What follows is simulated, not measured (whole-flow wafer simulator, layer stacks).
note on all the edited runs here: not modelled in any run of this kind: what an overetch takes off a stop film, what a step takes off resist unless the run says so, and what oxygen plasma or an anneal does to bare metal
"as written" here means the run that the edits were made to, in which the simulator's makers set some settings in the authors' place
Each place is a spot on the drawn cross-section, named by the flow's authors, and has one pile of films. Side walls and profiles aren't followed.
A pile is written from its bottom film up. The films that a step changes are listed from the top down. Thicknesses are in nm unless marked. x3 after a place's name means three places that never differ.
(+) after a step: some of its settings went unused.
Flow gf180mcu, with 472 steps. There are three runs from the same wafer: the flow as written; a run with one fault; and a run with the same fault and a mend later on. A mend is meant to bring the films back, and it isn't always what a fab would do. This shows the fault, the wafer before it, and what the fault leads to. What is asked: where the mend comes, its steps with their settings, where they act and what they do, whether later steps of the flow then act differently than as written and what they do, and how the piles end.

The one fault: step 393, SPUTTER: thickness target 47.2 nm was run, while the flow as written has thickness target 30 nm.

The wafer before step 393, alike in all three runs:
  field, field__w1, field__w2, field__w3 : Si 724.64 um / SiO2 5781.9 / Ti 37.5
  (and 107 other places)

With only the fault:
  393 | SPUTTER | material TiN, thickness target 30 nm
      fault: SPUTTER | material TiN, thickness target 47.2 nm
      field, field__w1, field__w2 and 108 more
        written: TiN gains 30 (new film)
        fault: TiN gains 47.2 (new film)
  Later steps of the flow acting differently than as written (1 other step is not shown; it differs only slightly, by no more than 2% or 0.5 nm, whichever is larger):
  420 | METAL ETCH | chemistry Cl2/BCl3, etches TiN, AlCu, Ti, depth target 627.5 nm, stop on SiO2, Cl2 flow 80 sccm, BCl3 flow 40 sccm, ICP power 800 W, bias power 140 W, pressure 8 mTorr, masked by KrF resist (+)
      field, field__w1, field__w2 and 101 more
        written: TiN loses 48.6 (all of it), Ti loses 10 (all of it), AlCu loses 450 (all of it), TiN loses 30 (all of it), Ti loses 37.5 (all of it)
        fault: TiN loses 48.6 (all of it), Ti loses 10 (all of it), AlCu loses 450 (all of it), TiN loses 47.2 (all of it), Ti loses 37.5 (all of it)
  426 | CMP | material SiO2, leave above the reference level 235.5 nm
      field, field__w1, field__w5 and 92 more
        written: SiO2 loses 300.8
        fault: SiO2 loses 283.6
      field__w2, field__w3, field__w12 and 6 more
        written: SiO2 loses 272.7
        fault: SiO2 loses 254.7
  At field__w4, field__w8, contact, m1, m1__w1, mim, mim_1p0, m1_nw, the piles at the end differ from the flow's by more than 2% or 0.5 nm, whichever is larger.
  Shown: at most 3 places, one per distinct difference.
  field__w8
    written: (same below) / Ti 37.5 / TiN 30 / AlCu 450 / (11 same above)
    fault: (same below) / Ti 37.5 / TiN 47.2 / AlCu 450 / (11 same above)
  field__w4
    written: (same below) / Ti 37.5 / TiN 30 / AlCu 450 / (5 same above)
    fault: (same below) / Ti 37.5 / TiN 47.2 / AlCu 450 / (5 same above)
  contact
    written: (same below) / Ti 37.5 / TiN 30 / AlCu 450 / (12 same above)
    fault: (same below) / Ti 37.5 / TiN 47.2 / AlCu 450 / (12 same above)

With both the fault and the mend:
  The mend follows step 393.
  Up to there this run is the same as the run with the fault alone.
  393a | METAL ETCH | chemistry Cl2/BCl3, etches TiN, AlCu, Ti, depth target 17.2 nm, Cl2 flow 80 sccm, BCl3 flow 40 sccm, ICP power 800 W, bias power 140 W, pressure 8 mTorr (a further turn of the flow's step 260, with different settings)
      field, field__w1, field__w2 and 108 more
        TiN loses 17.2
  None of the later steps of the flow acts differently than as written at any place that is followed.
  The piles end the same as the flow's at every place that both follow.
